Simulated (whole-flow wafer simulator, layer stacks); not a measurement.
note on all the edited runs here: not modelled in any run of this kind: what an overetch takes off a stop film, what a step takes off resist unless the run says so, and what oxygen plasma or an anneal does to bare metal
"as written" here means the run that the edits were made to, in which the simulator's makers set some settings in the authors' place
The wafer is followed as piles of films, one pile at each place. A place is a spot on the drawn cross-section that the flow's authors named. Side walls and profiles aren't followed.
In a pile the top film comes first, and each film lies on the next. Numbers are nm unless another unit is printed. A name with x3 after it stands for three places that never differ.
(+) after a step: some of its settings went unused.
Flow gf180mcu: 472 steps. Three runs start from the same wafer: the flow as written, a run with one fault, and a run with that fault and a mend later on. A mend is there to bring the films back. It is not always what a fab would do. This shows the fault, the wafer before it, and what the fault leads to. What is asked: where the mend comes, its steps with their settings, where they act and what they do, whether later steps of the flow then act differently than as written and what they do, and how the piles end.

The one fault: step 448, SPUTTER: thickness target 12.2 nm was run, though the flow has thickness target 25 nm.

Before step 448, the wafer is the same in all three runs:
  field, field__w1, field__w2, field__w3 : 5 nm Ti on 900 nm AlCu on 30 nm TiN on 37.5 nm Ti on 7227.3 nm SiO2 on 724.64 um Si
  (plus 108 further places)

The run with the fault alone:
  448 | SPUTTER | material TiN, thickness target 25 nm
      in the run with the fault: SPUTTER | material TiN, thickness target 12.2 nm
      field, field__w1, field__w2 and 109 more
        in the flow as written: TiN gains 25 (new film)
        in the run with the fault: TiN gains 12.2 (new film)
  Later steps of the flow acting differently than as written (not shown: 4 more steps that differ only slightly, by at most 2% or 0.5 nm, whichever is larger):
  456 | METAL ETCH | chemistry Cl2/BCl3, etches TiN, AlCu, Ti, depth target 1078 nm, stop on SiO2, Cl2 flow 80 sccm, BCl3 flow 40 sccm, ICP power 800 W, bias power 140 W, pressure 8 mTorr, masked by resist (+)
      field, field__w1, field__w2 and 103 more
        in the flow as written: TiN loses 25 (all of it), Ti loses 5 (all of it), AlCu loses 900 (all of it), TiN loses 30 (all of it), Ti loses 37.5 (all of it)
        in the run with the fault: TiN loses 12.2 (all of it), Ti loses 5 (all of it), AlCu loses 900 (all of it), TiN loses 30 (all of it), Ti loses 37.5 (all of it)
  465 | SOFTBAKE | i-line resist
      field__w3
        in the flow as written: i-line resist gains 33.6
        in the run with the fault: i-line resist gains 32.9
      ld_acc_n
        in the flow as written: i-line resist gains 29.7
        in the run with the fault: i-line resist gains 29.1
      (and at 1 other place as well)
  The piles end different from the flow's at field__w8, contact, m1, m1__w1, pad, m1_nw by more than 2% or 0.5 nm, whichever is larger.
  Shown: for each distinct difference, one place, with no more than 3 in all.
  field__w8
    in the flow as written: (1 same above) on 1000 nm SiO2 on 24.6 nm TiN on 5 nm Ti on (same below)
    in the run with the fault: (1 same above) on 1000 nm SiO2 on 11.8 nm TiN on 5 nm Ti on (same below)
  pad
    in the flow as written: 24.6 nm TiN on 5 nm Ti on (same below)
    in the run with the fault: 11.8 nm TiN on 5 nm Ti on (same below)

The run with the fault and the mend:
  After step 448 comes the mend.
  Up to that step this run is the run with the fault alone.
  448a | SPUTTER | material TiN, thickness target 12.8 nm (the flow's step 448 again, with other settings)
      field, field__w1, field__w2 and 109 more
        TiN gains 12.8
  None of the later steps of the flow acts differently than as written at any place that is followed.
  The piles end the same as the flow's at every place that both follow.
